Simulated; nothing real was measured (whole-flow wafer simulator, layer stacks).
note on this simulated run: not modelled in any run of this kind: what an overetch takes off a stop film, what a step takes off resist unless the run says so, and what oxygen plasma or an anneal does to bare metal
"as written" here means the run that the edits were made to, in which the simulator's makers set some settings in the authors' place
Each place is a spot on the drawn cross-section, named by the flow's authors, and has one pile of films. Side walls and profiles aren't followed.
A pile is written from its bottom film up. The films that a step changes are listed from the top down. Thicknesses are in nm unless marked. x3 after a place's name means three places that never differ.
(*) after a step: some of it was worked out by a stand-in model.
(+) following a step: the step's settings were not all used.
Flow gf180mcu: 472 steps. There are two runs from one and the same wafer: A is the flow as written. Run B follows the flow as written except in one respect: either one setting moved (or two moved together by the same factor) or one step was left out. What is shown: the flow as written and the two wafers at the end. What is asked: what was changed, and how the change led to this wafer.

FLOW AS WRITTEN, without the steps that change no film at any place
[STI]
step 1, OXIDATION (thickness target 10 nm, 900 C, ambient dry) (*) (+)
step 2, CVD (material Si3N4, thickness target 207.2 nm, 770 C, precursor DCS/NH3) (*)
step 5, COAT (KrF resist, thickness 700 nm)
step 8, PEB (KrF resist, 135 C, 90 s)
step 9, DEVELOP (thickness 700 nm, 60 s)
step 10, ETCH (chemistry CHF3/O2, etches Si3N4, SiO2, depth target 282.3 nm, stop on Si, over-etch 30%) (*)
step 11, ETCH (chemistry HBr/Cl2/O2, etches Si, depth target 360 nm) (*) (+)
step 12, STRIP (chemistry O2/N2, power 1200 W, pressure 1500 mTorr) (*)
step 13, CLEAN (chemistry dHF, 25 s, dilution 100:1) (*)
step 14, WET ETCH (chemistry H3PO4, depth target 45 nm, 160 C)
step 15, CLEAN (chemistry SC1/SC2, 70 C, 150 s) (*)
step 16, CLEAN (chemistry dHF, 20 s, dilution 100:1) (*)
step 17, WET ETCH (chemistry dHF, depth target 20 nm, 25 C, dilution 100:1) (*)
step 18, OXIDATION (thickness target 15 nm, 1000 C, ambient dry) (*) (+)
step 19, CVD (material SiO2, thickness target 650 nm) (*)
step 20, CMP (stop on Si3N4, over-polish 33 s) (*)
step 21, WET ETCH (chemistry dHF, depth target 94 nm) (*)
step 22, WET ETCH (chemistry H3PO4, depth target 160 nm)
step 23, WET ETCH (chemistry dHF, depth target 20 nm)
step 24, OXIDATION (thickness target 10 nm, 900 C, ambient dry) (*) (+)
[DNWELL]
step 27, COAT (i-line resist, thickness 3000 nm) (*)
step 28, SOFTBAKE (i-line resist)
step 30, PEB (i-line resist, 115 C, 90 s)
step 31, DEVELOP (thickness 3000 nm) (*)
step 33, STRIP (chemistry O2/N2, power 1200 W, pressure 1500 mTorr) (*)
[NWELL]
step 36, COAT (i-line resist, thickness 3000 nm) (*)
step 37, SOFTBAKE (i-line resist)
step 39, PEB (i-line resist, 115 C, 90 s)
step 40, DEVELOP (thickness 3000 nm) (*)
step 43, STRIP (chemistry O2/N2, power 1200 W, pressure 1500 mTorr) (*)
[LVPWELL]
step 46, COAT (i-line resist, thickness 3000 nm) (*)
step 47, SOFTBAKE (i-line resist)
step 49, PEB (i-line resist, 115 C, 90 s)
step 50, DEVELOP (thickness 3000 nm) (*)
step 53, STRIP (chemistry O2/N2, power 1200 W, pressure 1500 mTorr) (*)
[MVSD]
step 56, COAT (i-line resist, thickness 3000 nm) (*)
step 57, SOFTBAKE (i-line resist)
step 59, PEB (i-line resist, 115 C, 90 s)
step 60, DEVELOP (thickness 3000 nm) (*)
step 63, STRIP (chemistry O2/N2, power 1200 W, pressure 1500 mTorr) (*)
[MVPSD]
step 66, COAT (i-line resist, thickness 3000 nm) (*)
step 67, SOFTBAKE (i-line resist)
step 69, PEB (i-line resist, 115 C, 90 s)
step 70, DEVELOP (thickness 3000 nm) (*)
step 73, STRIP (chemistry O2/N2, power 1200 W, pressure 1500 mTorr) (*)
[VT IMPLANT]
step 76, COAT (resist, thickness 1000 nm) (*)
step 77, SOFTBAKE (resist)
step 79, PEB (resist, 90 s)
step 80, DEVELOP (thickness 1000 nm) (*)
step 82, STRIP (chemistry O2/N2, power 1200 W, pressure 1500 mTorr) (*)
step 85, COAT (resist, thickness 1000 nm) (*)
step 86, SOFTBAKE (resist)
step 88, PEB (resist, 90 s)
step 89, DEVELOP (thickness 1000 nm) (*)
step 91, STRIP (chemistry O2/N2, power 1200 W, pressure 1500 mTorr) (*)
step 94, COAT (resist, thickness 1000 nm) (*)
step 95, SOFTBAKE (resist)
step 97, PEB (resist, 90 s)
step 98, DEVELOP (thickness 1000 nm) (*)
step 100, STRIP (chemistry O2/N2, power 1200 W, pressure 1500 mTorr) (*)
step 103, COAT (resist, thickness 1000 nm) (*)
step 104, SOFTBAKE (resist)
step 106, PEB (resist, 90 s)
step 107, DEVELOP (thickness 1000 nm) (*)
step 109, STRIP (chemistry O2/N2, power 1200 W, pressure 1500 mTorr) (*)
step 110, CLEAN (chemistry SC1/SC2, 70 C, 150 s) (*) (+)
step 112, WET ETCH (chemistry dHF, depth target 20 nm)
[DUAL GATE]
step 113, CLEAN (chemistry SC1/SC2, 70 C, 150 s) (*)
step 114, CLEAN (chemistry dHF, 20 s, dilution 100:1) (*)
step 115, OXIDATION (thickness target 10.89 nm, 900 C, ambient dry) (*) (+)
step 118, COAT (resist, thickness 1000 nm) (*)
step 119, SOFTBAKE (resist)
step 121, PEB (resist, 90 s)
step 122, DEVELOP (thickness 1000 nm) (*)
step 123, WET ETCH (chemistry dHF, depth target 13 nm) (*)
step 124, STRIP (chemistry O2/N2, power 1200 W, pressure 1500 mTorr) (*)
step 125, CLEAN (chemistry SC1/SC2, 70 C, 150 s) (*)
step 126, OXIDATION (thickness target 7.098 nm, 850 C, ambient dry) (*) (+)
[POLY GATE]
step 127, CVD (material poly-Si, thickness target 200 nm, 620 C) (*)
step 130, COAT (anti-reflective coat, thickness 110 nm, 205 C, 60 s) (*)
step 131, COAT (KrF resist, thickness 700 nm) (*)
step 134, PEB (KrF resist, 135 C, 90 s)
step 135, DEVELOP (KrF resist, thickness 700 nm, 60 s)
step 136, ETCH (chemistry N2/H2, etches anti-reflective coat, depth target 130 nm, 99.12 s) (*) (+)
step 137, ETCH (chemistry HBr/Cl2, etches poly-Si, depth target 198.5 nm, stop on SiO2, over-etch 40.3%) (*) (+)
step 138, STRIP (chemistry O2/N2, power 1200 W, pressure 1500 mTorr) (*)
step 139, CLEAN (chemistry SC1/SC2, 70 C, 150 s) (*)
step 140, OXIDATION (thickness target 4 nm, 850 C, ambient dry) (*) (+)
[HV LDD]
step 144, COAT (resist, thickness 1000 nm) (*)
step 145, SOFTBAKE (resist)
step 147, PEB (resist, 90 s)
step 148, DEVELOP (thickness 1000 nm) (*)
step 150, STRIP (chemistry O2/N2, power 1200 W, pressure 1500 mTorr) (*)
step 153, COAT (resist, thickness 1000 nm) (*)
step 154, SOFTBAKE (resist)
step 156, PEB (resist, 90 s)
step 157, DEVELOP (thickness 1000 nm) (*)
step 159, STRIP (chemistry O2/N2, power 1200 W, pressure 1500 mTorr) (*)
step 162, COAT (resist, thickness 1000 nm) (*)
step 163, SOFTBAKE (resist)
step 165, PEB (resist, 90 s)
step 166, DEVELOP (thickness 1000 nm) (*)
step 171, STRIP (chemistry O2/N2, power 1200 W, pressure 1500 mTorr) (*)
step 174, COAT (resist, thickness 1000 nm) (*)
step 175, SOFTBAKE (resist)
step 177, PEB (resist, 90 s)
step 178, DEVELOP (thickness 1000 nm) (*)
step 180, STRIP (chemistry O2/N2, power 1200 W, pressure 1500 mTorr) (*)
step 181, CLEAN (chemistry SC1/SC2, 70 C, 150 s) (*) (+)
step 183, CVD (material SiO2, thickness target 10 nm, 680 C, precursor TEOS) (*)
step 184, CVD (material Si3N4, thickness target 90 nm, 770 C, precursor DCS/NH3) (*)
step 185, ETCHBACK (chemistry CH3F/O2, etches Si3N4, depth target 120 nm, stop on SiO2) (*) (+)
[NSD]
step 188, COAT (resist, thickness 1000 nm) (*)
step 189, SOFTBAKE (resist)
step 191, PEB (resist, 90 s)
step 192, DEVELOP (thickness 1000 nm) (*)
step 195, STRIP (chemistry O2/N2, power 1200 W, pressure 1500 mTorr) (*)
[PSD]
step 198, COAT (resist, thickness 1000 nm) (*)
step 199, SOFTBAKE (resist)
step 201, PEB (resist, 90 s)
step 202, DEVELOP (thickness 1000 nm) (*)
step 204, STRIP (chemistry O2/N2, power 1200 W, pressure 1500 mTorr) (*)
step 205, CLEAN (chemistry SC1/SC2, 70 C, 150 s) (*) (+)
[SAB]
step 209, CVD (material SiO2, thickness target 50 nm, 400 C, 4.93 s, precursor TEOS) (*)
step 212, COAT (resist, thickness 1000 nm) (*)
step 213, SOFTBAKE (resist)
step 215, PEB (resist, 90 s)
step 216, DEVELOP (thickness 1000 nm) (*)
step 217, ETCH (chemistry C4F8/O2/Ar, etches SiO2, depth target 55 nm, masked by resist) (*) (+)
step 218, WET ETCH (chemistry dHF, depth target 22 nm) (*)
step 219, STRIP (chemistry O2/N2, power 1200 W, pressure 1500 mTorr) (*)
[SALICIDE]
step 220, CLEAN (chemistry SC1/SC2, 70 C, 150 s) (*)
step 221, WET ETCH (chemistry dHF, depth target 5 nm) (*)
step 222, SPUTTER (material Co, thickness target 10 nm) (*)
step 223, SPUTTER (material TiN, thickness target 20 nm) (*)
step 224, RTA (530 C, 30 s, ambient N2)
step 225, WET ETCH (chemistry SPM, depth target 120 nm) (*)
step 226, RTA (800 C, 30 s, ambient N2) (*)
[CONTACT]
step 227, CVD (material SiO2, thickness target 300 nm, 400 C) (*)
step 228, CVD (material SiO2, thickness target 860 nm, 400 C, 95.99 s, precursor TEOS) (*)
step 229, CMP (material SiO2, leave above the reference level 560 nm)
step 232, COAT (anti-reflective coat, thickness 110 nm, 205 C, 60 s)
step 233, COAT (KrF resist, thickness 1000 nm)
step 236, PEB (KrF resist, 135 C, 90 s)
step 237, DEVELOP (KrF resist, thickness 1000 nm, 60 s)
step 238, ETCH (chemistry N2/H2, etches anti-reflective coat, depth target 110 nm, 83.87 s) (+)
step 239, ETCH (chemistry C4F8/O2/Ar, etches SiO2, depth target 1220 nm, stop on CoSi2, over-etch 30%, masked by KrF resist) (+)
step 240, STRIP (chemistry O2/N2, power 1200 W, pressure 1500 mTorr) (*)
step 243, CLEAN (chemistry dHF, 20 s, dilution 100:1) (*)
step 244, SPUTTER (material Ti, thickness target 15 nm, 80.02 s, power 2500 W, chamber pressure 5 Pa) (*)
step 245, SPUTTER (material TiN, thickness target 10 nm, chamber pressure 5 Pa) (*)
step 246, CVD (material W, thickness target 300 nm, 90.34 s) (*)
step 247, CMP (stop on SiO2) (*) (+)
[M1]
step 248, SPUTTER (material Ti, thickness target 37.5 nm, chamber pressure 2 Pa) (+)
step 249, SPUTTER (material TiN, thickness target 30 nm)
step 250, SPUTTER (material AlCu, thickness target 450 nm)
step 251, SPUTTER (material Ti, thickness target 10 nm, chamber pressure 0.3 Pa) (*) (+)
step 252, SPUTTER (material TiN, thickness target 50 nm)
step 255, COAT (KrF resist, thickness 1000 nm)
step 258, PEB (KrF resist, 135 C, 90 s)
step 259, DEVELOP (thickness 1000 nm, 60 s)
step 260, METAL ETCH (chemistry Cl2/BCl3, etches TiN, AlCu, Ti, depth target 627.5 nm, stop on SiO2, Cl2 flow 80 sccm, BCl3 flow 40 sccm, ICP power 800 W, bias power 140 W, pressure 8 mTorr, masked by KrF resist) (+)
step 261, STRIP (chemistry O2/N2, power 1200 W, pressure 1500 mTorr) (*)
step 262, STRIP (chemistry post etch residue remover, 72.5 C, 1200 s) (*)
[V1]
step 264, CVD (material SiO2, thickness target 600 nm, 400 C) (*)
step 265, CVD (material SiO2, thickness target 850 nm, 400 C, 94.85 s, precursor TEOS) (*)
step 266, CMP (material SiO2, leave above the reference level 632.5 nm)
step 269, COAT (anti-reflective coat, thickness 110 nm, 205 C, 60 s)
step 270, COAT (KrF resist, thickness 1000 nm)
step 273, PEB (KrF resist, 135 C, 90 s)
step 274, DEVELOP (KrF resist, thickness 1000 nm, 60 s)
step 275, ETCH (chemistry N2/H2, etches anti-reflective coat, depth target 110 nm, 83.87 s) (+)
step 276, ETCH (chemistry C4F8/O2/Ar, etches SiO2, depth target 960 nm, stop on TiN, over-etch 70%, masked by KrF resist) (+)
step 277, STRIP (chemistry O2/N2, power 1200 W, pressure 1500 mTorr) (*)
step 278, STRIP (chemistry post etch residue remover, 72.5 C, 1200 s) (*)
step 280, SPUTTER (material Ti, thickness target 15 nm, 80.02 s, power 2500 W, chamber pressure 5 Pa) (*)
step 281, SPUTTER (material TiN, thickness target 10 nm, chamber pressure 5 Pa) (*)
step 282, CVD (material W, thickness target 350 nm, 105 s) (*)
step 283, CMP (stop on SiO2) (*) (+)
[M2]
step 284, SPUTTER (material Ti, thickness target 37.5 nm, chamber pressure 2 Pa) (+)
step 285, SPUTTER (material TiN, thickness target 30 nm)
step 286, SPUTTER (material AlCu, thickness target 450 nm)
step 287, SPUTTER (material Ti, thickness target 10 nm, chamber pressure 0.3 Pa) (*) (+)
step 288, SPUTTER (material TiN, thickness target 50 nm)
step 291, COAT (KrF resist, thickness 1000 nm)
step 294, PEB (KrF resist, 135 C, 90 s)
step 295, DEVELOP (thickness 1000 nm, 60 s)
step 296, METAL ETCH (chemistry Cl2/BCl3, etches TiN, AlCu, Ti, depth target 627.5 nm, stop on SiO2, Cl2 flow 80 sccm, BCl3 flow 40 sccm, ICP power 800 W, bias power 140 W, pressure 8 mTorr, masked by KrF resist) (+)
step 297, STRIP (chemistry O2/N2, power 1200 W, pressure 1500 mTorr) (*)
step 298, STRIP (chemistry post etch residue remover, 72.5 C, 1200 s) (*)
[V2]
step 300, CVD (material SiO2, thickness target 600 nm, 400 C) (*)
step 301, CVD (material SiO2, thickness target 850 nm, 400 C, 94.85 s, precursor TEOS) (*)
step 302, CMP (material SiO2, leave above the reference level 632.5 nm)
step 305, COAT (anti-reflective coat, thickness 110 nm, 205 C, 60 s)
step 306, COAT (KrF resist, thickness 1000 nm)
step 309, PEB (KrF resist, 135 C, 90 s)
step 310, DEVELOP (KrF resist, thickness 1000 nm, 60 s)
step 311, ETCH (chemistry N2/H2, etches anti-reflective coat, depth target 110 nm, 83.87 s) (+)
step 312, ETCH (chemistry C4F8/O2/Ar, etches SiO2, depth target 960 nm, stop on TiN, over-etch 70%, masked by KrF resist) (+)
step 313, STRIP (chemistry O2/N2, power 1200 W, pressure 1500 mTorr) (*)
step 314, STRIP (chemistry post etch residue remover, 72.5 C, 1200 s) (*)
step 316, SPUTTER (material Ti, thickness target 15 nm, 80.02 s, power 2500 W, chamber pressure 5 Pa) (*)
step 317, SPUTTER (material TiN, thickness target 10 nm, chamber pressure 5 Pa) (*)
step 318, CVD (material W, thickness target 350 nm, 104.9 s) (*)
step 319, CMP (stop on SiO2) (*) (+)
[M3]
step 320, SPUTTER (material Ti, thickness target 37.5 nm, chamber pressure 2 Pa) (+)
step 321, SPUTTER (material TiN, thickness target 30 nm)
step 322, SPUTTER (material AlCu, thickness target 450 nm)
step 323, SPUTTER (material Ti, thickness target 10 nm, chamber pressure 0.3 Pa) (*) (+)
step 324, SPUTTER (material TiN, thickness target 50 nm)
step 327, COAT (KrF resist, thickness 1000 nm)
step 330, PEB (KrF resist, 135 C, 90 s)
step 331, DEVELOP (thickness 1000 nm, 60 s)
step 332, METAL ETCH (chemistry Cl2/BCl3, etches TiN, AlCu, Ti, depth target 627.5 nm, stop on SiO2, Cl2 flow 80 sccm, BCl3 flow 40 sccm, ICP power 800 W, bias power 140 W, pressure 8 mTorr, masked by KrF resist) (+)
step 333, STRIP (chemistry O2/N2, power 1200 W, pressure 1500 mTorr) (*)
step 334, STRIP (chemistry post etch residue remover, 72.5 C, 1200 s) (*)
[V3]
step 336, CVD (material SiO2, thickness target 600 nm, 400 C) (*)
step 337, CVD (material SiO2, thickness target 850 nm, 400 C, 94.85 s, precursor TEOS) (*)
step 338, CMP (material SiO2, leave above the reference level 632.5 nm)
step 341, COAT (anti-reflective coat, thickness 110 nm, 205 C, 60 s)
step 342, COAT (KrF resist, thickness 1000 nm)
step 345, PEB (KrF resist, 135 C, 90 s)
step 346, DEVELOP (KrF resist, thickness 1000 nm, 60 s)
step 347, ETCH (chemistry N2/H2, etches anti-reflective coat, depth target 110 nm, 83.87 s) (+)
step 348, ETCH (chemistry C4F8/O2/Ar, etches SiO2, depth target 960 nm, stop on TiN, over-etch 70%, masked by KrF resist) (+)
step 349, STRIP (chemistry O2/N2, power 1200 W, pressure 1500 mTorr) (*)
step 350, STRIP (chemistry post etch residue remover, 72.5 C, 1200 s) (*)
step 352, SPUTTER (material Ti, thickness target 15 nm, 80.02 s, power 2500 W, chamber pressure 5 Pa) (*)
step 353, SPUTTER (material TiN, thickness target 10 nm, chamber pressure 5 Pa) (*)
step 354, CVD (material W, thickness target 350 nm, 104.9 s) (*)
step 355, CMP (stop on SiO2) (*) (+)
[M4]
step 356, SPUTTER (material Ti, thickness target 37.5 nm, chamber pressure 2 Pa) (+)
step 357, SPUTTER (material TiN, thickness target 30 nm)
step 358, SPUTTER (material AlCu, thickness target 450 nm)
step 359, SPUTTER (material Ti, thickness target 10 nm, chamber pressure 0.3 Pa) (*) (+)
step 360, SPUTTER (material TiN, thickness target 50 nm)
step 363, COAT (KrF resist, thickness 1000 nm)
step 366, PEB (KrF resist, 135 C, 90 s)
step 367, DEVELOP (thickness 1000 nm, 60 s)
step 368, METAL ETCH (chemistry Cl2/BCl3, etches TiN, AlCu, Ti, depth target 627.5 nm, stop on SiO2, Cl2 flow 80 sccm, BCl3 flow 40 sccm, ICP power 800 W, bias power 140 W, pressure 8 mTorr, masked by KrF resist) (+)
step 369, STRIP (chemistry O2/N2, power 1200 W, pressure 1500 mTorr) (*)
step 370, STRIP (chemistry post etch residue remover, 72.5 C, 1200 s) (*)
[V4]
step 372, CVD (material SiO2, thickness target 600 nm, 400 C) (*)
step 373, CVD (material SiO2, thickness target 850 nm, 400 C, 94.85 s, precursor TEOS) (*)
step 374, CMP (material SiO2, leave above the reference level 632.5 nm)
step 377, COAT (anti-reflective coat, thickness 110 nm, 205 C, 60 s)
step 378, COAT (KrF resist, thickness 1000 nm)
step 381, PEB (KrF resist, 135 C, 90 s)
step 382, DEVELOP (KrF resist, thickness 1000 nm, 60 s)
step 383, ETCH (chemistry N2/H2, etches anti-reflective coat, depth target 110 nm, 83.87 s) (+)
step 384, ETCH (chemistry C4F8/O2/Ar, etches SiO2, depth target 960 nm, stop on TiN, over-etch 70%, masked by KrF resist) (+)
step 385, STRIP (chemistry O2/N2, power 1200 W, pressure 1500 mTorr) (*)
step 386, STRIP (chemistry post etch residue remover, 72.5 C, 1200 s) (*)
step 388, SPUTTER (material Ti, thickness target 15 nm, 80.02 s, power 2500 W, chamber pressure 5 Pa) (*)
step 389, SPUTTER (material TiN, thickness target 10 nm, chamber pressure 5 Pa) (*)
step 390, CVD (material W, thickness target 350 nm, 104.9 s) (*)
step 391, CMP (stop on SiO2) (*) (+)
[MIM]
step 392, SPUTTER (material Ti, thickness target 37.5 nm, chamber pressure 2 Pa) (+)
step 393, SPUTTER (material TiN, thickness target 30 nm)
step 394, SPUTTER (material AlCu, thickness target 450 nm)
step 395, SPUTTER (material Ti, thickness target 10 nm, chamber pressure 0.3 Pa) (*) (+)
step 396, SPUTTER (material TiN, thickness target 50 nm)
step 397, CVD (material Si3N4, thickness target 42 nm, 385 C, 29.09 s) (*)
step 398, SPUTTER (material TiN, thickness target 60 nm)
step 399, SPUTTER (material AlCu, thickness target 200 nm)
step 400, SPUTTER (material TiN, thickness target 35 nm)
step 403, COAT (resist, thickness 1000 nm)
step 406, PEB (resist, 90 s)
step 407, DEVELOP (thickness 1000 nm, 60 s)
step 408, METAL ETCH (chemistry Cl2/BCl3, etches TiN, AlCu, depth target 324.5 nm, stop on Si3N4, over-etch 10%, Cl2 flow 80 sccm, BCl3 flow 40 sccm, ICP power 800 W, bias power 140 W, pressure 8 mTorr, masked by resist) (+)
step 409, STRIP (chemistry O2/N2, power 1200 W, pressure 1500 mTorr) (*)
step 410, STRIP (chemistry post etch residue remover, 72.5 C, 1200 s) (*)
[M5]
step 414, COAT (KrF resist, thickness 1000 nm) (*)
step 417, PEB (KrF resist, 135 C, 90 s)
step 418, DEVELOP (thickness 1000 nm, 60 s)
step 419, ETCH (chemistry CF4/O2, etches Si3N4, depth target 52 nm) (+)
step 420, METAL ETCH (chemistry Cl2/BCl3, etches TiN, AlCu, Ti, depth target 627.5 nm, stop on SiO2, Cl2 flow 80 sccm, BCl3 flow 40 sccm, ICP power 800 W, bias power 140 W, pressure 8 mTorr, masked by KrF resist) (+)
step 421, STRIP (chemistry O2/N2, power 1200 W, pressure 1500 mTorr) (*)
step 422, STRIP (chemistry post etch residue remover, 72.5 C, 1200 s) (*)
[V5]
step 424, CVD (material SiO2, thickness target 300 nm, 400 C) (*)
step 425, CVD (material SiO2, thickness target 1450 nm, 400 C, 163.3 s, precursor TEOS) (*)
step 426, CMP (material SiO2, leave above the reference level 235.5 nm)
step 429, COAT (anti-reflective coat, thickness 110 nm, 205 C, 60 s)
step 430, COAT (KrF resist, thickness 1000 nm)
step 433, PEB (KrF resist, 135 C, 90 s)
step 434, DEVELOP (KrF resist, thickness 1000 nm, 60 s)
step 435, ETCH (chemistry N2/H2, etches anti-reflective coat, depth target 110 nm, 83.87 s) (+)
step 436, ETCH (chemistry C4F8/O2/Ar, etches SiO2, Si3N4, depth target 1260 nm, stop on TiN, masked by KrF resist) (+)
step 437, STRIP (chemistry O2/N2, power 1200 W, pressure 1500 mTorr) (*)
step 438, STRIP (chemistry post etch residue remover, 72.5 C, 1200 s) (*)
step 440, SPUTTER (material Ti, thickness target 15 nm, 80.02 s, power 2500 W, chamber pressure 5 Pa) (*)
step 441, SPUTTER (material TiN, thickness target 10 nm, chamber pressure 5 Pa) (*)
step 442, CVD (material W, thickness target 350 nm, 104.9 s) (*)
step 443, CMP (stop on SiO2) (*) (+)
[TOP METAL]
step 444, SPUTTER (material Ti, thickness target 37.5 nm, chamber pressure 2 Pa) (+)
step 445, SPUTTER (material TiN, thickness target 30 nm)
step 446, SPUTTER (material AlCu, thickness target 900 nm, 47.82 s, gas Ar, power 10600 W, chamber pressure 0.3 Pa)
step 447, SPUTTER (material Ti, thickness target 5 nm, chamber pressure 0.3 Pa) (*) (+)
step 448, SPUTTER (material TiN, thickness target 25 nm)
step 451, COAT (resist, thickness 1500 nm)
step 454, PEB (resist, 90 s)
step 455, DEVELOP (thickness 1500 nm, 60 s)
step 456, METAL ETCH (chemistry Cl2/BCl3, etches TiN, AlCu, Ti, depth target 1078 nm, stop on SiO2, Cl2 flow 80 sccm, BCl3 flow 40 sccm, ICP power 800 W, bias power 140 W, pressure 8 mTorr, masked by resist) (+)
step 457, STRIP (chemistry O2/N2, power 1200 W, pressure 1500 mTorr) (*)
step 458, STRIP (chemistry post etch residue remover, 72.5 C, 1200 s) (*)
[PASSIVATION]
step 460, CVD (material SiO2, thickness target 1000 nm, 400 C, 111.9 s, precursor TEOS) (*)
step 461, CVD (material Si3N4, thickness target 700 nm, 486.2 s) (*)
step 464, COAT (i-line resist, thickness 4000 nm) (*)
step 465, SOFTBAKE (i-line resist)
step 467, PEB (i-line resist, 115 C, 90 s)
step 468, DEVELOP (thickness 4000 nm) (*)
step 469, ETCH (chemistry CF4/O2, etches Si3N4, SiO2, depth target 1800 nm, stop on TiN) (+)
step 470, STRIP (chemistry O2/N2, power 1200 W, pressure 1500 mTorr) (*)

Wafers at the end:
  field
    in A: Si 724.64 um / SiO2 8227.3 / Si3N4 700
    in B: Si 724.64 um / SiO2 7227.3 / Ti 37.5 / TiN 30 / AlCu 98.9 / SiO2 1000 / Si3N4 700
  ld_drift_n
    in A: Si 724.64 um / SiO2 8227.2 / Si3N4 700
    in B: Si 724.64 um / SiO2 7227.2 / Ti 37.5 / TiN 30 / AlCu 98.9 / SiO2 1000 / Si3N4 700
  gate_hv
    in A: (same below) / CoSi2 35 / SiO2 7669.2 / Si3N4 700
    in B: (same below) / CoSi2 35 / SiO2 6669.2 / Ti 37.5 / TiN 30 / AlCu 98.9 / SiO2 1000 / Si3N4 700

What caused this: step 456, METAL ETCH: depth target 825.4 nm was run, though the flow has depth target 1078 nm.

The path from the change to this, step by step:
  step 456, METAL ETCH (chemistry Cl2/BCl3, etches TiN, AlCu, Ti, depth target 1078 nm, stop on SiO2, Cl2 flow 80 sccm, BCl3 flow 40 sccm, ICP power 800 W, bias power 140 W, pressure 8 mTorr, masked by resist) (+)
      field, field__w1, field__w2 and 103 more: A -25 TiN (all of it), -5 Ti (all of it), -900 AlCu (all of it), -30 TiN (all of it), -37.5 Ti (all of it) | B -25 TiN (all of it), -5 Ti (all of it), -795.4 AlCu
      field__w8, contact, m1, m1__w1, pad, m1_nw: A -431 resist | B -330.2 resist
  step 457, STRIP (chemistry O2/N2, power 1200 W, pressure 1500 mTorr) (*)
      field__w8, contact, m1, m1__w1, pad, m1_nw: A -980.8 resist (all of it) | B -1081.6 resist (all of it)
  step 458, STRIP (chemistry post etch residue remover, 72.5 C, 1200 s) (*)
      field, field__w1, field__w2 and 103 more: A nothing | B -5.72 AlCu
  step 460, CVD (material SiO2, thickness target 1000 nm, 400 C, 111.9 s, precursor TEOS) (*)
      field, field__w1, field__w2 and 103 more: A +1000 SiO2 | B +1000 SiO2 (new film)
  step 464, COAT (i-line resist, thickness 4000 nm) (*)
      field__w8: A +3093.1 i-line resist (new film) | B +3240.4 i-line resist (new film)
      contact: A +3153.6 i-line resist (new film) | B +3285.3 i-line resist (new film)
      (and at 4 other places as well)
  step 465, SOFTBAKE (i-line resist)
      field__w5, field__w9: A +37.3 i-line resist | B +28.9 i-line resist
      field__w11, field__w13: A +37.9 i-line resist | B +29.1 i-line resist
      (and at 65 other places as well)
  step 467, PEB (i-line resist, 115 C, 90 s)
      field__w8, m1__w1: A -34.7 i-line resist | B -37.3 i-line resist
      contact, m1: A -35.1 i-line resist | B -37.6 i-line resist
      (and at 2 other places as well)
  step 468, DEVELOP (thickness 4000 nm) (*)
      pad: A -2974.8 i-line resist (all of it) | B -3137.2 i-line resist (all of it)
  step 470, STRIP (chemistry O2/N2, power 1200 W, pressure 1500 mTorr) (*)
      field__w8, m1__w1: A -1787.7 i-line resist (all of it) | B -1948.1 i-line resist (all of it)
      contact: A -1811.2 i-line resist (all of it) | B -1965.7 i-line resist (all of it)
      (and at 2 other places as well)
If metal films that touch count as one body, field has 1 body; the flow as written gives 0 bodies.
If metal films that touch count as one body, ld_drift_n has 1 body; the flow as written gives 0 bodies.
If metal films that touch count as one body, gate_hv has 2 bodies (between them, from the top down: SiO2 6669.2); the flow as written gives 1 body.
